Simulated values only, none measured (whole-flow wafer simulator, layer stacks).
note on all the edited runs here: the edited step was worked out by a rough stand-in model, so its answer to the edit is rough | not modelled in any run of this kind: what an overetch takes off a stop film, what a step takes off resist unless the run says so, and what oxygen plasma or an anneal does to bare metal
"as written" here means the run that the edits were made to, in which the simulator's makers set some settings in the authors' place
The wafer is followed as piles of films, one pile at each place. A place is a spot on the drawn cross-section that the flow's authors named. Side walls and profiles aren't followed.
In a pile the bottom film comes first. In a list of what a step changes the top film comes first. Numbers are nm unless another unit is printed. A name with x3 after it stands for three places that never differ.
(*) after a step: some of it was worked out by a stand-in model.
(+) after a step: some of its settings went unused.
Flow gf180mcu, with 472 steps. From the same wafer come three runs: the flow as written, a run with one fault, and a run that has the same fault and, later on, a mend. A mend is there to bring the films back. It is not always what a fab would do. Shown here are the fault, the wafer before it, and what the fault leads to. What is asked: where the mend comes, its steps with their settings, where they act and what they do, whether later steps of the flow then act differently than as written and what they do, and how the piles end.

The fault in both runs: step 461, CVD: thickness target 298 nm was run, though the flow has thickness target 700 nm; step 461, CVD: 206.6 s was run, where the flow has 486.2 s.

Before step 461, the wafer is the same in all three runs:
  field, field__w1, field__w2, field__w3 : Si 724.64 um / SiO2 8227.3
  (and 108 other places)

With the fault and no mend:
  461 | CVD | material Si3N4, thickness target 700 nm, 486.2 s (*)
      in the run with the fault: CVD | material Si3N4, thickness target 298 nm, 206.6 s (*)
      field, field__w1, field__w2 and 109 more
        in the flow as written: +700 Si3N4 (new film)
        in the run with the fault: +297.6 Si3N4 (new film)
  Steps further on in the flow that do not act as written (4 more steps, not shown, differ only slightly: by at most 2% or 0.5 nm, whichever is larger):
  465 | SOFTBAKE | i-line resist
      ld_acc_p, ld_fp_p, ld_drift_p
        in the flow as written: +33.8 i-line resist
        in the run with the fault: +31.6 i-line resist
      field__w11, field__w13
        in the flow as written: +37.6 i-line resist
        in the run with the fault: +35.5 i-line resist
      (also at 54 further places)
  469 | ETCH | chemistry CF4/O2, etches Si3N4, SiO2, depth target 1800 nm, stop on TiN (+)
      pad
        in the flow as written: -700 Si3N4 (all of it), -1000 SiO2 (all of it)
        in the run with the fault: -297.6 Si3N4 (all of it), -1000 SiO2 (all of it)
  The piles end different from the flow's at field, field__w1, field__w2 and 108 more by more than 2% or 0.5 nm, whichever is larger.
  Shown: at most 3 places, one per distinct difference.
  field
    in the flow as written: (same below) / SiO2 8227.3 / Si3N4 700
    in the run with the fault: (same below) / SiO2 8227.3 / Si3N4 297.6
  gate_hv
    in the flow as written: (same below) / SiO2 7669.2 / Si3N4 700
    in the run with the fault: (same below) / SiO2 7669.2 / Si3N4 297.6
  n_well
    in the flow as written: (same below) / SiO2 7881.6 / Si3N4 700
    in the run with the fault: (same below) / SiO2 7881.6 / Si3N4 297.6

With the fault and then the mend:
  After step 461 comes the mend.
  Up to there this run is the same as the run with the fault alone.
  461a | CVD | material Si3N4, thickness target 402 nm, 279.2 s (*) (the flow's step 461, run once more with other settings)
      field, field__w1, field__w2 and 109 more
        +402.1 Si3N4
  Later steps of the flow that are run all act as written at every place that is followed, up to a difference of at most 2% or 0.5 nm, whichever is larger.
  The piles end only slightly different from the flow's at the places that both follow, by no more than 2% or 0.5 nm, whichever is larger.
